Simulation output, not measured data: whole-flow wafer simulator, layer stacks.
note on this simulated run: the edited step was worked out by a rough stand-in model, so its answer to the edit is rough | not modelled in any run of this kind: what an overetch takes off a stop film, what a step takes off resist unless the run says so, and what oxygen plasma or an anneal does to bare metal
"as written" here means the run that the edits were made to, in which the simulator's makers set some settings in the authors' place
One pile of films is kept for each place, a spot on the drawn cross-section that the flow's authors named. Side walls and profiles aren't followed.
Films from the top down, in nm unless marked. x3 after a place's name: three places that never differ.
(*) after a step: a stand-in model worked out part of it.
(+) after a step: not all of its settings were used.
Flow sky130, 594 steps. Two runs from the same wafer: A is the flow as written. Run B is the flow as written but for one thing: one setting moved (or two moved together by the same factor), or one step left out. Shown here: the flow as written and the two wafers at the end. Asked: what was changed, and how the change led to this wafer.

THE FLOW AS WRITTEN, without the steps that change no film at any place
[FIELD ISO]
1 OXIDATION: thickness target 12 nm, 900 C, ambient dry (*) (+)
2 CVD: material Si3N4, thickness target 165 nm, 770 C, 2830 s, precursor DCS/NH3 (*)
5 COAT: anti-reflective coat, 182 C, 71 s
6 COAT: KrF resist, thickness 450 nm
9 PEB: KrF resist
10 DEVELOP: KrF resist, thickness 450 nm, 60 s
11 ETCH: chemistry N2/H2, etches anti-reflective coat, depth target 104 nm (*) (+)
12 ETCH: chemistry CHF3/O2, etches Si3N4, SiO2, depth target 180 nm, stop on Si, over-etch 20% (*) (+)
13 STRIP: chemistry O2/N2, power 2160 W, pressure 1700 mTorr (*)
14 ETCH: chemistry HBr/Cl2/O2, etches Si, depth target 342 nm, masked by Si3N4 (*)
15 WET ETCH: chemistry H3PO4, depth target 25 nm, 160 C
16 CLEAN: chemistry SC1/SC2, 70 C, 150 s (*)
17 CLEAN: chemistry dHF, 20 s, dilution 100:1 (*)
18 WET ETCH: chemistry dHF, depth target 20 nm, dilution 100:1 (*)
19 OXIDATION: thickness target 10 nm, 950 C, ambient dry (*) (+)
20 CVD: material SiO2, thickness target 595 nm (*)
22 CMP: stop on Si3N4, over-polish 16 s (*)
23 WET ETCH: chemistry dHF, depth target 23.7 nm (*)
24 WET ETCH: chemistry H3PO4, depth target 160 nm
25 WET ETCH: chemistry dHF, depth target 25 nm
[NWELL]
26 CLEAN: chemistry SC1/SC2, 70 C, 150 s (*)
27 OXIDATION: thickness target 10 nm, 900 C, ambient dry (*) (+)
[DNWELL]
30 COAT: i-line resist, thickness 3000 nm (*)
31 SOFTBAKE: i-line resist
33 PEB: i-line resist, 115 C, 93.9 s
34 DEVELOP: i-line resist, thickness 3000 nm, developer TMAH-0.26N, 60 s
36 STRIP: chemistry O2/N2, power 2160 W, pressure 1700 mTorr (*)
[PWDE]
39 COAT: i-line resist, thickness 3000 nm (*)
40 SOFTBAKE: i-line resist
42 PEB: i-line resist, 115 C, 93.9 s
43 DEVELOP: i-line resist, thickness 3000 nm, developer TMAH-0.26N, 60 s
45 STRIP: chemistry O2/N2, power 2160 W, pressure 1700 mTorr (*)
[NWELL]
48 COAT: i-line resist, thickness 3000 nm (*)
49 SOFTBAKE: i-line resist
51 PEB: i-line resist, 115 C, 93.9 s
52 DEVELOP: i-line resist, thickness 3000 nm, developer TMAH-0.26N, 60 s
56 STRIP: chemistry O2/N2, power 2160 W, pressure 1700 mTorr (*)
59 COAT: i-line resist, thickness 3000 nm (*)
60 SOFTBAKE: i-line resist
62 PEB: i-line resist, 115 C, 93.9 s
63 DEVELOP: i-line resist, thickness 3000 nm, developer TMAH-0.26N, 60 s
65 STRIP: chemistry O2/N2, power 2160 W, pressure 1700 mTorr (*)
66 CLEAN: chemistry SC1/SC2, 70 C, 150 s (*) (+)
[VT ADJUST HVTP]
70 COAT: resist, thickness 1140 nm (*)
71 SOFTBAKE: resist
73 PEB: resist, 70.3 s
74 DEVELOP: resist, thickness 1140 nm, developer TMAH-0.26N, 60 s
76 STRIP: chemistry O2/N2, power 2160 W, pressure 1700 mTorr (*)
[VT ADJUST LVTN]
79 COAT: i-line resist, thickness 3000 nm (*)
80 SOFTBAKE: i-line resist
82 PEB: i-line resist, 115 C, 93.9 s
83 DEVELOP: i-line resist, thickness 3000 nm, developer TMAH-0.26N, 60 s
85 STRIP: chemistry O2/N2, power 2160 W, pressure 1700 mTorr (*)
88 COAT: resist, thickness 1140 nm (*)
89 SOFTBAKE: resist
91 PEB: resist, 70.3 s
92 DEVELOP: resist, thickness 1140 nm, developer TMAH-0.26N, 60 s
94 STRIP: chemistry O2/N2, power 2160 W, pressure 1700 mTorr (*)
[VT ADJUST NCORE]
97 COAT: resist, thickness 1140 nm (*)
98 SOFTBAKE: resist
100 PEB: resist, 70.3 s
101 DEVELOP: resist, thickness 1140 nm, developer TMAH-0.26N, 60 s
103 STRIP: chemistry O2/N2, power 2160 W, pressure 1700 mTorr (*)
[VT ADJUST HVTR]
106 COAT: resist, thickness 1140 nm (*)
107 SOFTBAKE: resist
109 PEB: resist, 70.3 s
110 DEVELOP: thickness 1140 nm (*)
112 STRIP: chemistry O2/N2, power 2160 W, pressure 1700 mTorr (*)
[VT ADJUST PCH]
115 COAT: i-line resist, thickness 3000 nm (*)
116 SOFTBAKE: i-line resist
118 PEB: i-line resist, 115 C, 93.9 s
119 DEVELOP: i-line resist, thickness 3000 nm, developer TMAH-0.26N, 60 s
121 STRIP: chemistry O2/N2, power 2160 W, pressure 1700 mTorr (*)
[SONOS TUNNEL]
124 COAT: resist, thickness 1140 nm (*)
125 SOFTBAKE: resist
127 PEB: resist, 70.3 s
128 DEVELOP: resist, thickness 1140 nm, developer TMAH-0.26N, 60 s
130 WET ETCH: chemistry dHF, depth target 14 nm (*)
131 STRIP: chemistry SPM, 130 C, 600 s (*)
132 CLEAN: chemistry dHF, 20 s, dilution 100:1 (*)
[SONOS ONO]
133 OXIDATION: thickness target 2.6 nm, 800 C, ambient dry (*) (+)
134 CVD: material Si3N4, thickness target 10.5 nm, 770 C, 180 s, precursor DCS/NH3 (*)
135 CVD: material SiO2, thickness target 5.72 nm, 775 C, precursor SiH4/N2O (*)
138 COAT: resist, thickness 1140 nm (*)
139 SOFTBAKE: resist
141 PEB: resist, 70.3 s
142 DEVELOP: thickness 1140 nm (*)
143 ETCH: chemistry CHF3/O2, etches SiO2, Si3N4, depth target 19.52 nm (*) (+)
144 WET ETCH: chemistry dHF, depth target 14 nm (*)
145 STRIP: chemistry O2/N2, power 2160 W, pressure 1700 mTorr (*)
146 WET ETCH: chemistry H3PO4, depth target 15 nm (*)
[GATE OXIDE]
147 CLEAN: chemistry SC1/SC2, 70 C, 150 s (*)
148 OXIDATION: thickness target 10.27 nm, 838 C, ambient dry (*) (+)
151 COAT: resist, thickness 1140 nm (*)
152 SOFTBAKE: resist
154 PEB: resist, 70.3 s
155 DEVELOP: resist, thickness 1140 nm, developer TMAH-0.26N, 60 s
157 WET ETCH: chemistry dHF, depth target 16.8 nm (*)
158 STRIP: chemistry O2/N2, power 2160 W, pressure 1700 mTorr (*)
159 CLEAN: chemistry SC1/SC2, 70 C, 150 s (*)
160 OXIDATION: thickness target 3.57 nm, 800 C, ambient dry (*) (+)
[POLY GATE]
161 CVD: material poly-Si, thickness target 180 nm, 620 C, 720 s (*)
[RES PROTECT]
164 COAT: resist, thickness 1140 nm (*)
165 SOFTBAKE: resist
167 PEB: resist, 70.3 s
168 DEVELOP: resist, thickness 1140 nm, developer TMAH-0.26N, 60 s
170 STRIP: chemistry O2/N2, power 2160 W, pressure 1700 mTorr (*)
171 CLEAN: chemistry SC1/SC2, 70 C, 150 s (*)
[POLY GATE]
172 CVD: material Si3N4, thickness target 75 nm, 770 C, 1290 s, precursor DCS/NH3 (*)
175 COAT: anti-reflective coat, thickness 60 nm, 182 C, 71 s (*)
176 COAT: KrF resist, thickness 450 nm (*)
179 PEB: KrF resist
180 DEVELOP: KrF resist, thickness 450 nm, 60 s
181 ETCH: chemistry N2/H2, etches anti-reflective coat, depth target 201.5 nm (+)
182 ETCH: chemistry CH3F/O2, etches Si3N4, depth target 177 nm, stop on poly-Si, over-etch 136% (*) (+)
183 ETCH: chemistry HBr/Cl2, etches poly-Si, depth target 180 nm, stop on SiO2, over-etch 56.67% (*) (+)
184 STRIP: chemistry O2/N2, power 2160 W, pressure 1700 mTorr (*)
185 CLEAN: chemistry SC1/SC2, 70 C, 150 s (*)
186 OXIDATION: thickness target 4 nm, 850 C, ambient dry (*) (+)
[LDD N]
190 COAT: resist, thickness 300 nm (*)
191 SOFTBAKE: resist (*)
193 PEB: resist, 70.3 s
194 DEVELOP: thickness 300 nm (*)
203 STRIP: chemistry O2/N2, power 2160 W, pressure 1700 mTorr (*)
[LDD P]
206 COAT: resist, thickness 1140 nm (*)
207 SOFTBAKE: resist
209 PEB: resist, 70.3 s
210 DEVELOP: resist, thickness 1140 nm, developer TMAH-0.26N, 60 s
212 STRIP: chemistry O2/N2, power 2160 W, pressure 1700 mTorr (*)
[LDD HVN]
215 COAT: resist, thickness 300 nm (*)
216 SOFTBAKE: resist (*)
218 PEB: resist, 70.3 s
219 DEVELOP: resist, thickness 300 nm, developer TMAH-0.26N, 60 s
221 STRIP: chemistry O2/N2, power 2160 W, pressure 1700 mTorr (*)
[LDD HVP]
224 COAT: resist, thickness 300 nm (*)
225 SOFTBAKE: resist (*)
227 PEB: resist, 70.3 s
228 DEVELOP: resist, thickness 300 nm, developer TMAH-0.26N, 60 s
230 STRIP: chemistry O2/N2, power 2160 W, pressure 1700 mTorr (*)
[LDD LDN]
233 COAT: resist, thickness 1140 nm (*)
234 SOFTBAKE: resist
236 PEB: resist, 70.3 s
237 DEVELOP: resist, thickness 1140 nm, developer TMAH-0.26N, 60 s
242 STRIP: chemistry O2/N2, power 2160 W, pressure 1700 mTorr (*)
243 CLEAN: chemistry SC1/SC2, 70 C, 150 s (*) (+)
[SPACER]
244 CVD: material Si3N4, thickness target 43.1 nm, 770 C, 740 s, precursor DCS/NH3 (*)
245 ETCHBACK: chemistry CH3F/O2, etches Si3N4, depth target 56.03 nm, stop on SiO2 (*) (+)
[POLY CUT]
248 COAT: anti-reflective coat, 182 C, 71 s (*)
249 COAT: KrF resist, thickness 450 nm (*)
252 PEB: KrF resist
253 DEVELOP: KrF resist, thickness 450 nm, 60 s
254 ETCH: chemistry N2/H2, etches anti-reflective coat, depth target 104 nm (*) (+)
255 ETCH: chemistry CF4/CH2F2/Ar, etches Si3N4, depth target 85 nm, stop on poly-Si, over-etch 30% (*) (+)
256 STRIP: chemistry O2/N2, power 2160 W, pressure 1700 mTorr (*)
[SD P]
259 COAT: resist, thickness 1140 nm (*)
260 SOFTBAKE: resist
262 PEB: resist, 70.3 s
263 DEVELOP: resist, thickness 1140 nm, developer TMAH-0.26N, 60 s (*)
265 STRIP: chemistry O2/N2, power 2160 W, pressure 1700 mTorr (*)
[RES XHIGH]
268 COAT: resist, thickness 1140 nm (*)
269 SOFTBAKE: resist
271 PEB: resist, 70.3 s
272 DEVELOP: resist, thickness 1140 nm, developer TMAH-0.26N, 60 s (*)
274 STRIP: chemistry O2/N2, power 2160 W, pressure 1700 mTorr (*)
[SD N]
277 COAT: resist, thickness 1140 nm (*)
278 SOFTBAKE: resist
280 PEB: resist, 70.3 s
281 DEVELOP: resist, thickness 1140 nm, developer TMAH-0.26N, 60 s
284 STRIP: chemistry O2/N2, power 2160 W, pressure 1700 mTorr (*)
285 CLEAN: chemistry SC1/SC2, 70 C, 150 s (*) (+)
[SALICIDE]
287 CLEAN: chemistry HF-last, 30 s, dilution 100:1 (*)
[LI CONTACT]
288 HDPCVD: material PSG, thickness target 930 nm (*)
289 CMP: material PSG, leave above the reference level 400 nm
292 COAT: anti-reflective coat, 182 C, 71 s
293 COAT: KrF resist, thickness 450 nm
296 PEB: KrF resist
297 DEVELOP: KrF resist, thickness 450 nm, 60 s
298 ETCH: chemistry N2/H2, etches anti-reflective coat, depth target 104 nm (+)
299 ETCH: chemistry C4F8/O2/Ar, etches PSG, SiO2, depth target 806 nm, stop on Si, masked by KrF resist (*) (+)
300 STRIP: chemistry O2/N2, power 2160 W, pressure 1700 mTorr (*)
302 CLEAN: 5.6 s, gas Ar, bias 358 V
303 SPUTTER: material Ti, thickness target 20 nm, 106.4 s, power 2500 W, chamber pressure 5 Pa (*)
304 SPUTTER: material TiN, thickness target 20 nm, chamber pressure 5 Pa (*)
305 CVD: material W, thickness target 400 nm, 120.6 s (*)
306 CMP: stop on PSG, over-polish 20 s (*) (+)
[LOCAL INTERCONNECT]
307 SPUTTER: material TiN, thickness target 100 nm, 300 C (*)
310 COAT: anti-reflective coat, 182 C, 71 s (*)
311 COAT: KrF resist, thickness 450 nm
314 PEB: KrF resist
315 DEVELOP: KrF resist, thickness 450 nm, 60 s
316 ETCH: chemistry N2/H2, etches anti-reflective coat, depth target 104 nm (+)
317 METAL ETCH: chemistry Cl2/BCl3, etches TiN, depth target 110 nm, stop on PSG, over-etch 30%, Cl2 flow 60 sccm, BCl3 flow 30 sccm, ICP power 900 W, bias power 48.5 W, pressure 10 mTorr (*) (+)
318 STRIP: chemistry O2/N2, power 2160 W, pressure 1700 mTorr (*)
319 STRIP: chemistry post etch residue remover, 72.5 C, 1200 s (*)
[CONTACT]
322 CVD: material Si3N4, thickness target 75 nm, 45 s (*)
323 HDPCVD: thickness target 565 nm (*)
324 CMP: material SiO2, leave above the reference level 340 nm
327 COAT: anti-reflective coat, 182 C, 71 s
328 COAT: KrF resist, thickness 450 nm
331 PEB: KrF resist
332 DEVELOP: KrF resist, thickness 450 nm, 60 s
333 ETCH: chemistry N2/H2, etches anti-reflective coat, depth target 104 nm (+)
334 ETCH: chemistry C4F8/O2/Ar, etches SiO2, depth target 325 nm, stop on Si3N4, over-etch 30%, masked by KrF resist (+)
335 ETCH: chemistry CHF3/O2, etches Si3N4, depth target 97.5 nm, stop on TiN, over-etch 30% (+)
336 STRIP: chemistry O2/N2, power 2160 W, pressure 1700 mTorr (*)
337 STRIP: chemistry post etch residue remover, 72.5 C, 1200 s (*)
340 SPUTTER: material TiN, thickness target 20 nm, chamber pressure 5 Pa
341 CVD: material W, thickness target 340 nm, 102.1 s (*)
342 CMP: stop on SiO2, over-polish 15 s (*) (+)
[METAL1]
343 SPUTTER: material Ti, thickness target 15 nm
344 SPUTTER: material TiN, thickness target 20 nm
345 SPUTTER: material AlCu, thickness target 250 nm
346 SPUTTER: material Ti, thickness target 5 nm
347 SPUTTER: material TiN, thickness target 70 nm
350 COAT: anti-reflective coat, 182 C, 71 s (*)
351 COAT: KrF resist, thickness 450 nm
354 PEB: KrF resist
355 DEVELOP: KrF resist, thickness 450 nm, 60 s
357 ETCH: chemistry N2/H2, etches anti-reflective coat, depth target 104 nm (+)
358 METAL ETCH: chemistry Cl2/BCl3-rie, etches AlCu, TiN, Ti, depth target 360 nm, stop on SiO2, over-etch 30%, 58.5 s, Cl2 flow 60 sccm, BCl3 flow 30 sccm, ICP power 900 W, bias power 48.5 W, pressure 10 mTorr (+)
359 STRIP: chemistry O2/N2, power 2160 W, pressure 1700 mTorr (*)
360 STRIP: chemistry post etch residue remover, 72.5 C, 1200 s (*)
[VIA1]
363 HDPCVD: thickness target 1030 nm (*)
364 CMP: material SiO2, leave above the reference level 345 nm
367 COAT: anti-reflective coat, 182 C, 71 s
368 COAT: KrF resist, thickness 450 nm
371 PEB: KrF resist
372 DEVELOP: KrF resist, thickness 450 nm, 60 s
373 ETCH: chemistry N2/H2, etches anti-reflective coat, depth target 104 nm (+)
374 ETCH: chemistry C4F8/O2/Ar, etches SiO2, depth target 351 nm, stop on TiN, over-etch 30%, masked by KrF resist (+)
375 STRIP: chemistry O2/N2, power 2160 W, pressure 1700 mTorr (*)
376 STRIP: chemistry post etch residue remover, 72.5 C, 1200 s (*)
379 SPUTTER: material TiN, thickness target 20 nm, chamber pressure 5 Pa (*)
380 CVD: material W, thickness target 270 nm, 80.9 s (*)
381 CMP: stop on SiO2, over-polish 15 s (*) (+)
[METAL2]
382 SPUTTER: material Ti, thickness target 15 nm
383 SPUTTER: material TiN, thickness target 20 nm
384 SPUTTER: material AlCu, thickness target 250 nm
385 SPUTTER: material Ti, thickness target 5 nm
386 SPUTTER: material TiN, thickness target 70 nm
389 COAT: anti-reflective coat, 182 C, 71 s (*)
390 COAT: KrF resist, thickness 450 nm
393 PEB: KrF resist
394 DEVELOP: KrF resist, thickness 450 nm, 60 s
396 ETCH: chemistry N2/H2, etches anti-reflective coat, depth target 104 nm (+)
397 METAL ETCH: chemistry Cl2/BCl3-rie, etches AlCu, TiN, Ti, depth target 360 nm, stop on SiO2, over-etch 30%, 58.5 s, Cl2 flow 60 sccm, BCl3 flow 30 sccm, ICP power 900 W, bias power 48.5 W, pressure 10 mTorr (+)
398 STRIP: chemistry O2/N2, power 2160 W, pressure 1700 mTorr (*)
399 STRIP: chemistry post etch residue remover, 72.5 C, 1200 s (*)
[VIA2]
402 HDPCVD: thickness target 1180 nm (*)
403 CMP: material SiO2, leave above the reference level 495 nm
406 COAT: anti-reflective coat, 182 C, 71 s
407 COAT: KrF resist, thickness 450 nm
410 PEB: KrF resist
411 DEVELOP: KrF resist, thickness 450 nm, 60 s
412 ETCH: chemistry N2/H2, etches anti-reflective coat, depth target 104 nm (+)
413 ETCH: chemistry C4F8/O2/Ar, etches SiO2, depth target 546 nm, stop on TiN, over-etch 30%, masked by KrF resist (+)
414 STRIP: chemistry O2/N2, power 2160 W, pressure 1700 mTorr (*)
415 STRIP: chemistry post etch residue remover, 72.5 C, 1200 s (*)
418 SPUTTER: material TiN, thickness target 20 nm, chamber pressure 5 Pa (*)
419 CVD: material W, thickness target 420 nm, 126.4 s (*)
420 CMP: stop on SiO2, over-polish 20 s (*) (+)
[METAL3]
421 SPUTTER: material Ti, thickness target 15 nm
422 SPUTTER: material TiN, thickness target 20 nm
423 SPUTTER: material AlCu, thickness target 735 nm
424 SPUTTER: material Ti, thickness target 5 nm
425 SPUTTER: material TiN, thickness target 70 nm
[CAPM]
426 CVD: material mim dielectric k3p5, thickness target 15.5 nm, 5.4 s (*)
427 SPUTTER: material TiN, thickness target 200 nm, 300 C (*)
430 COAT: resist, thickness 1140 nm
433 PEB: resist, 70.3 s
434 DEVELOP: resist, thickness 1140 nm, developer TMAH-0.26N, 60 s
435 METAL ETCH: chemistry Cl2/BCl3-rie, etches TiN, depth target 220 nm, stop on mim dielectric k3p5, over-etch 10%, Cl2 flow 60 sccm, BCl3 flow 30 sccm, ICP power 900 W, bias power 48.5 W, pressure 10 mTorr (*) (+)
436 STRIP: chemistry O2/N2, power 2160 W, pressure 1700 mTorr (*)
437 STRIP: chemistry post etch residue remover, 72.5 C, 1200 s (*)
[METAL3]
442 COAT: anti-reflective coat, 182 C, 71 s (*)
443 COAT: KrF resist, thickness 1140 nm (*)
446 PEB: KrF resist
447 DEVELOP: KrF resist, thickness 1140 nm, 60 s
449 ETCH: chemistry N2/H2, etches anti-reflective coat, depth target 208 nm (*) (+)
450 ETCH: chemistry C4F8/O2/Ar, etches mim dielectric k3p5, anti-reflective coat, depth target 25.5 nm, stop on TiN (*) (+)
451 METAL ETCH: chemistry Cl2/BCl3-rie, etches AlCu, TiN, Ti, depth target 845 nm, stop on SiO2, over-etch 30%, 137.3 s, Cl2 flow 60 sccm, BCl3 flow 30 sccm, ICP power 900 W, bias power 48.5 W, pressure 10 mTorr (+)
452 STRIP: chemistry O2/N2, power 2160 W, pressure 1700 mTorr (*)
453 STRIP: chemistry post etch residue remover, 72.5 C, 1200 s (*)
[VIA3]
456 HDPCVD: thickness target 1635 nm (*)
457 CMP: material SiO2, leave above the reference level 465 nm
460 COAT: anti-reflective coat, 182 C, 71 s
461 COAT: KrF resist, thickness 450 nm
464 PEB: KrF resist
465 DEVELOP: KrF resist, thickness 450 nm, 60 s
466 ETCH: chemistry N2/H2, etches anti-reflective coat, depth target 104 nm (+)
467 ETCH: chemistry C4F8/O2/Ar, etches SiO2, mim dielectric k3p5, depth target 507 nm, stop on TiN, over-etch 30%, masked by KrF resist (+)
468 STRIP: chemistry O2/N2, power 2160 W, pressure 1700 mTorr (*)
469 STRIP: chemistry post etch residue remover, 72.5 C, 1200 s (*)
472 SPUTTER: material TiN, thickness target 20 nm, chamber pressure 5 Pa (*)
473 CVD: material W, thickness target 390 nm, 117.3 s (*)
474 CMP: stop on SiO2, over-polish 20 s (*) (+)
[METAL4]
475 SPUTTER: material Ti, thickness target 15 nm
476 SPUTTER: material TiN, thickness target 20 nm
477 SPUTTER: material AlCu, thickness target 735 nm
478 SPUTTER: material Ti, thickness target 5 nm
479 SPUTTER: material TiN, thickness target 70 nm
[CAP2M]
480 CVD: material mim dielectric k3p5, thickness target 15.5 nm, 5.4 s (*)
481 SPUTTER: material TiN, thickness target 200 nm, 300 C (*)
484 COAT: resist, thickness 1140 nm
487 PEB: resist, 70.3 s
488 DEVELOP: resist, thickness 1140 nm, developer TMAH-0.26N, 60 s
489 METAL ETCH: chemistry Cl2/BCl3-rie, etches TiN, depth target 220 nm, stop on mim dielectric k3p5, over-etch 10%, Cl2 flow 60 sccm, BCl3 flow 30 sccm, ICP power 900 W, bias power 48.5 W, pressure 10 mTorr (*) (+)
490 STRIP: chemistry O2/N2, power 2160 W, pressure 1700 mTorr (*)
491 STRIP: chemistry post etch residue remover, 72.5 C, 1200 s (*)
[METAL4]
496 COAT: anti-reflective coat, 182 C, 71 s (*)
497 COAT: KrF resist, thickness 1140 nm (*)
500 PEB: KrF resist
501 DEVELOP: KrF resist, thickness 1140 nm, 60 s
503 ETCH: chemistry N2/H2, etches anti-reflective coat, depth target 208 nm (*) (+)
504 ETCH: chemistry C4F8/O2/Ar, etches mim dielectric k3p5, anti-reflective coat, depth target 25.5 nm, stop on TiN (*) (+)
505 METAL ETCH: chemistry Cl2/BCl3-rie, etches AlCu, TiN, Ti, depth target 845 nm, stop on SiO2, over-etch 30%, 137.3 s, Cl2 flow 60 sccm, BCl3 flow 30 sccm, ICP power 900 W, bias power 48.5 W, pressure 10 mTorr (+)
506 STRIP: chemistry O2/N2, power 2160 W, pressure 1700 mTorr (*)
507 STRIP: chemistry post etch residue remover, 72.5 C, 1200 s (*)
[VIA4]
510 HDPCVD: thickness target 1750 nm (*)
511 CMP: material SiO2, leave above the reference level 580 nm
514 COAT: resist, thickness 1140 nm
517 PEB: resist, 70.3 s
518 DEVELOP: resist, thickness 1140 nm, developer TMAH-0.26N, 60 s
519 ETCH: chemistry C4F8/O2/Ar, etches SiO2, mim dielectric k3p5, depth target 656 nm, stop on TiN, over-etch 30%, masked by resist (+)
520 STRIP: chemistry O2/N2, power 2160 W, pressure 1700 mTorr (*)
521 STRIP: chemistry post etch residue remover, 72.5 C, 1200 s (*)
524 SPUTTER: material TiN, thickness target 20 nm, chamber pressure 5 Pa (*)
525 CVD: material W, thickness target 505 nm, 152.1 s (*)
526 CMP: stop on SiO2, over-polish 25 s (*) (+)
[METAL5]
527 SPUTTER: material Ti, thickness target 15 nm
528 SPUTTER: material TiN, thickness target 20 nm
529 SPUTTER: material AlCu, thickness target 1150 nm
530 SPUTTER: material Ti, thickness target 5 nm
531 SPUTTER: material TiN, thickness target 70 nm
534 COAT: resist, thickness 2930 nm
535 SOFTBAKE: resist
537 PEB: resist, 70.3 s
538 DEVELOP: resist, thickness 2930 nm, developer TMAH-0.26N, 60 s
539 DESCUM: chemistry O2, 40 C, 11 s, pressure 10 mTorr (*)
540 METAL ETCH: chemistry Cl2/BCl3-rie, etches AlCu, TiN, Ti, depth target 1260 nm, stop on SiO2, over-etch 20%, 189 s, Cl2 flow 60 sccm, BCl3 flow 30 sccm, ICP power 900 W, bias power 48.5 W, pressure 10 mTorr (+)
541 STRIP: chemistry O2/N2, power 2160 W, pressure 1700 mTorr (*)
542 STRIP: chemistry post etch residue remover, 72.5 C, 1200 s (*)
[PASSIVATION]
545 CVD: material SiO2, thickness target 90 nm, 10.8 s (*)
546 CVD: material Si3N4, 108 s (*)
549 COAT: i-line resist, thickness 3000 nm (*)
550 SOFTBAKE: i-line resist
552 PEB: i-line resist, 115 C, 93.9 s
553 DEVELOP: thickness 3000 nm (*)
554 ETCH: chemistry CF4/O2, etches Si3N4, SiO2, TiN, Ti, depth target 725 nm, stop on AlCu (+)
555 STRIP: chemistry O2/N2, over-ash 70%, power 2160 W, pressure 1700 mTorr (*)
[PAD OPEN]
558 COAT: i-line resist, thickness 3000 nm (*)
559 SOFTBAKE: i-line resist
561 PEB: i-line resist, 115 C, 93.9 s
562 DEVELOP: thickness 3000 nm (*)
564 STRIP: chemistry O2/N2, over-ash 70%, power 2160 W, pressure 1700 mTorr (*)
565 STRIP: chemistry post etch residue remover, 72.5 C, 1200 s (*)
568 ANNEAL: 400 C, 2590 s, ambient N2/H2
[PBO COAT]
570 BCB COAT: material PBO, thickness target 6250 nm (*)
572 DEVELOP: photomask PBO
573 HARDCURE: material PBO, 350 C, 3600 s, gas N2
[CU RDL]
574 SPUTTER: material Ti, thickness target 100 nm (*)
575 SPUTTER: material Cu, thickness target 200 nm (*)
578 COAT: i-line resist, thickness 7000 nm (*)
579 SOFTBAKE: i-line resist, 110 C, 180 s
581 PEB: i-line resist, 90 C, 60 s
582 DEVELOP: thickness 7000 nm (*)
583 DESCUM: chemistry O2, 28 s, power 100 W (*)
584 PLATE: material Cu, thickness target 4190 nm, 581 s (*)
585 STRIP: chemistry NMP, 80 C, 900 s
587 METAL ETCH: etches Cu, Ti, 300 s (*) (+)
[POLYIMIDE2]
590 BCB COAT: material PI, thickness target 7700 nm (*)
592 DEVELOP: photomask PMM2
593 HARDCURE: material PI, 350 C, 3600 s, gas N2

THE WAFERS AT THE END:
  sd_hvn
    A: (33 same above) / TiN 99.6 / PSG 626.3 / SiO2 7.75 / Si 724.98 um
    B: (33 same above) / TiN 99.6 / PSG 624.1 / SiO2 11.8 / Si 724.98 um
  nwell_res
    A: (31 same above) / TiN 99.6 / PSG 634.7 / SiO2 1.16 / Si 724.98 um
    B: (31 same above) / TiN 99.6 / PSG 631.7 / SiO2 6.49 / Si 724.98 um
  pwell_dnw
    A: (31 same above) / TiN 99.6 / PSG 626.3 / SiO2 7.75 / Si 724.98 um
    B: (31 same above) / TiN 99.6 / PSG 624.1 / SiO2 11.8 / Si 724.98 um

The cause: step 186, OXIDATION: 956 C was run, where the flow has 850 C.

How the change led to this, step by step:
  186 OXIDATION: thickness target 4 nm, 850 C, ambient dry (*) (+)
      field, mim, vpp_sp and 31 more: A SiO2 +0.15, Si -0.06 | B SiO2 +0.83, Si -0.37
      active, p_well, spacer and 26 more: A SiO2 +1.55, Si -0.68 | B SiO2 +6.89, Si -3.03
      (and at 50 more places)
  190 COAT: resist, thickness 300 nm (*)
      poly_endcap: A resist +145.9 (new film) | B resist +187.3 (new film)
  191 SOFTBAKE: resist (*)
      poly_endcap: A resist -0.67 | B nothing
  193 PEB: resist, 70.3 s
      poly_endcap: A resist -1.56 | B resist -2.1
  203 STRIP: chemistry O2/N2, power 2160 W, pressure 1700 mTorr (*)
      poly_endcap: A resist -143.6 (all of it) | B resist -185.1 (all of it)
  206 COAT: resist, thickness 1140 nm (*)
      poly_endcap: A resist +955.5 (new film) | B resist +990.5 (new film)
  207 SOFTBAKE: resist
      poly_endcap: A resist -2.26 | B resist -6.89
  209 PEB: resist, 70.3 s
      poly_endcap: A resist -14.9 | B resist -15.5
  212 STRIP: chemistry O2/N2, power 2160 W, pressure 1700 mTorr (*)
      poly_endcap: A resist -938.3 (all of it) | B resist -968 (all of it)
  215 COAT: resist, thickness 300 nm (*)
      poly_endcap: A resist +145.9 (new film) | B resist +187.3 (new film)
  216 SOFTBAKE: resist (*)
      poly_endcap: A resist -0.67 | B nothing
  218 PEB: resist, 70.3 s
      poly_endcap: A resist -1.56 | B resist -2.1
  221 STRIP: chemistry O2/N2, power 2160 W, pressure 1700 mTorr (*)
      poly_endcap: A resist -143.6 (all of it) | B resist -185.1 (all of it)
  224 COAT: resist, thickness 300 nm (*)
      poly_endcap: A resist +145.9 (new film) | B resist +187.3 (new film)
  225 SOFTBAKE: resist (*)
      poly_endcap: A resist -0.67 | B nothing
  227 PEB: resist, 70.3 s
      poly_endcap: A resist -1.56 | B resist -2.1
  ... 8 more steps ...
  303 SPUTTER: material Ti, thickness target 20 nm, 106.4 s, power 2500 W, chamber pressure 5 Pa (*)
      ndiff_licon_cpp: A Ti +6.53 (new film) | B Ti +7.2 (new film)
